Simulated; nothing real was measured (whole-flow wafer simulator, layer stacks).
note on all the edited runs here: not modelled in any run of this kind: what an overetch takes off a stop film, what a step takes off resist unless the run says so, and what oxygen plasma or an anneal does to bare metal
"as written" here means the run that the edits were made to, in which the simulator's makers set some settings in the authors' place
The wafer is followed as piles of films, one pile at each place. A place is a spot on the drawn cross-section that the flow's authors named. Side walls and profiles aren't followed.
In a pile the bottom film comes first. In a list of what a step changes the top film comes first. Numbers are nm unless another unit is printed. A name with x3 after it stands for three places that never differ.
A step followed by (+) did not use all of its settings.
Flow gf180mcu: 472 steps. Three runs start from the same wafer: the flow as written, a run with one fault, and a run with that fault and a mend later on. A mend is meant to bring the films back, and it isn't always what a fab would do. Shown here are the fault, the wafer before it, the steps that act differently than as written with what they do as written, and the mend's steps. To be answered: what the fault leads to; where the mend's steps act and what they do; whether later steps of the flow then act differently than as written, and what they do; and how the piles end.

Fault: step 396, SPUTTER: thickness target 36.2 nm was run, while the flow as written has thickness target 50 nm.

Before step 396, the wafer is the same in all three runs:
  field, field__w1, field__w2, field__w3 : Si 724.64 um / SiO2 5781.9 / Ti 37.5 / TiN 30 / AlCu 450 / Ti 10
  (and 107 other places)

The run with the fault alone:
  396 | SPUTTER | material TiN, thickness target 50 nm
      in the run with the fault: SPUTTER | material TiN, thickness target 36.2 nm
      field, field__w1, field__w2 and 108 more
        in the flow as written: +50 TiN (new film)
        in the run with the fault: +36.2 TiN (new film)
  Steps further on in the flow that do not act as written (1 other step is not shown; it differs only slightly, by no more than 2% or 0.5 nm, whichever is larger):
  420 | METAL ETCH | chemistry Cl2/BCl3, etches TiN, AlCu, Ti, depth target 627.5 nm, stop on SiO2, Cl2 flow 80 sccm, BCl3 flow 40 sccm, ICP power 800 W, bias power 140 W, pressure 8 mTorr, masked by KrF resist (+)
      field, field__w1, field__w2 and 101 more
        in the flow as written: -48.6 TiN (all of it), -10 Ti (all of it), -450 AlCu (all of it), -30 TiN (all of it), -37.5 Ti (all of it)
        in the run with the fault: -34.8 TiN (all of it), -10 Ti (all of it), -450 AlCu (all of it), -30 TiN (all of it), -37.5 Ti (all of it)
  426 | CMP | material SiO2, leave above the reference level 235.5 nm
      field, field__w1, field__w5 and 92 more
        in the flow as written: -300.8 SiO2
        in the run with the fault: -314.6 SiO2
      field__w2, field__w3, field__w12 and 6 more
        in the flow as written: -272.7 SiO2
        in the run with the fault: -287.1 SiO2
  At field__w4, field__w8, contact, m1, m1__w1, mim, mim_1p0, m1_nw, the piles at the end differ from the flow's by more than 2% or 0.5 nm, whichever is larger.
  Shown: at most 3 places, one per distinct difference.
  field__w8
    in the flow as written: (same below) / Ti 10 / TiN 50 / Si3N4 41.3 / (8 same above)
    in the run with the fault: (same below) / Ti 10 / TiN 36.2 / Si3N4 41.3 / (8 same above)
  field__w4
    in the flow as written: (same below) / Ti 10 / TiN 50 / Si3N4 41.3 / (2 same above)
    in the run with the fault: (same below) / Ti 10 / TiN 36.2 / Si3N4 41.3 / (2 same above)
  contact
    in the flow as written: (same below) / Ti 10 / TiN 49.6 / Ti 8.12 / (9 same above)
    in the run with the fault: (same below) / Ti 10 / TiN 35.8 / Ti 8.12 / (9 same above)

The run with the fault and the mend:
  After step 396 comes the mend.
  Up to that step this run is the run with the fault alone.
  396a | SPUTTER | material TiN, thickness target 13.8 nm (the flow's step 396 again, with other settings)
      field, field__w1, field__w2 and 108 more
        +13.8 TiN
  None of the later steps of the flow acts differently than as written at any place that is followed.
  At every place that both follow, the piles at the end match the flow's.
